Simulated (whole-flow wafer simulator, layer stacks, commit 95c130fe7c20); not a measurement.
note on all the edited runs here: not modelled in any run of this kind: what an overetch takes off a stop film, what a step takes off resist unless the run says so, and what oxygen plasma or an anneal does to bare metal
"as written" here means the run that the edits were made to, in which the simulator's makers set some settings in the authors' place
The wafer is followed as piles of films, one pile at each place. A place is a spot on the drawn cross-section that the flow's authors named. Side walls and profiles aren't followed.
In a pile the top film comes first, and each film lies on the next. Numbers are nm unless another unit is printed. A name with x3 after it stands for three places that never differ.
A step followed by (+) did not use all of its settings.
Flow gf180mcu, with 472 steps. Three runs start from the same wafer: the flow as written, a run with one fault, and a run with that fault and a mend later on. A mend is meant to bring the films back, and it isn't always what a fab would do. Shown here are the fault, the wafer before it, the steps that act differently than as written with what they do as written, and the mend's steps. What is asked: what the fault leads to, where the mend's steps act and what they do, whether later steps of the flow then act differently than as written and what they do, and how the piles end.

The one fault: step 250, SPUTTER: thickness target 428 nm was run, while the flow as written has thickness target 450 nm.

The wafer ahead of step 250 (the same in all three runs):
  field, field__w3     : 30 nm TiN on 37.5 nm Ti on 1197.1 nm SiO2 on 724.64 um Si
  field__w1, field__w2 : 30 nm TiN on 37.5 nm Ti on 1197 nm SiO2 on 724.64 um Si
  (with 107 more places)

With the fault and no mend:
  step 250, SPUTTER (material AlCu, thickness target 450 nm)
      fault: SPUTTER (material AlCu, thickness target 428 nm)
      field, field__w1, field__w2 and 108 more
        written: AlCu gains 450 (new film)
        fault: AlCu gains 428 (new film)
  Steps later in the flow that act otherwise than as written:
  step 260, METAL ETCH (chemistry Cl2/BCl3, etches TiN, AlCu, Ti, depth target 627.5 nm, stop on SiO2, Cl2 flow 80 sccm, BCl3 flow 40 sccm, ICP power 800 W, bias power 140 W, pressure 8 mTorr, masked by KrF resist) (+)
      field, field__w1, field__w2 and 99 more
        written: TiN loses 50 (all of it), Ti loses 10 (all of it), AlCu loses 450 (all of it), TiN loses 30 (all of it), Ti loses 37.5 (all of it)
        fault: TiN loses 50 (all of it), Ti loses 10 (all of it), AlCu loses 428 (all of it), TiN loses 30 (all of it), Ti loses 37.5 (all of it)
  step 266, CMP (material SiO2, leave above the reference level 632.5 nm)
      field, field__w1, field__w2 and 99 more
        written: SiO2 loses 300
        fault: SiO2 loses 322
  The piles end different from the flow's at field__w8, contact, m1 and 6 more by more than 2% or 0.5 nm, whichever is larger.
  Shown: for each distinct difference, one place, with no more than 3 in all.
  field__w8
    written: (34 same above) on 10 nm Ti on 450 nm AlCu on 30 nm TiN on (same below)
    fault: (34 same above) on 10 nm Ti on 428 nm AlCu on 30 nm TiN on (same below)
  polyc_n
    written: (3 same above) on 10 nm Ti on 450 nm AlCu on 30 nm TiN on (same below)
    fault: (3 same above) on 10 nm Ti on 428 nm AlCu on 30 nm TiN on (same below)
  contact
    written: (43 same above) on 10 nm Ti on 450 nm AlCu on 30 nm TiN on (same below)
    fault: (43 same above) on 10 nm Ti on 428 nm AlCu on 30 nm TiN on (same below)

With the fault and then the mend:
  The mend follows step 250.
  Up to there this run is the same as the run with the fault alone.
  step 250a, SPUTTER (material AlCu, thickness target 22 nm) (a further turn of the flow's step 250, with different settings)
      field, field__w1, field__w2 and 108 more
        AlCu gains 22
  Later steps of the flow that are run all act as written at every place that is followed.
  At every place that both follow, the piles at the end match the flow's.
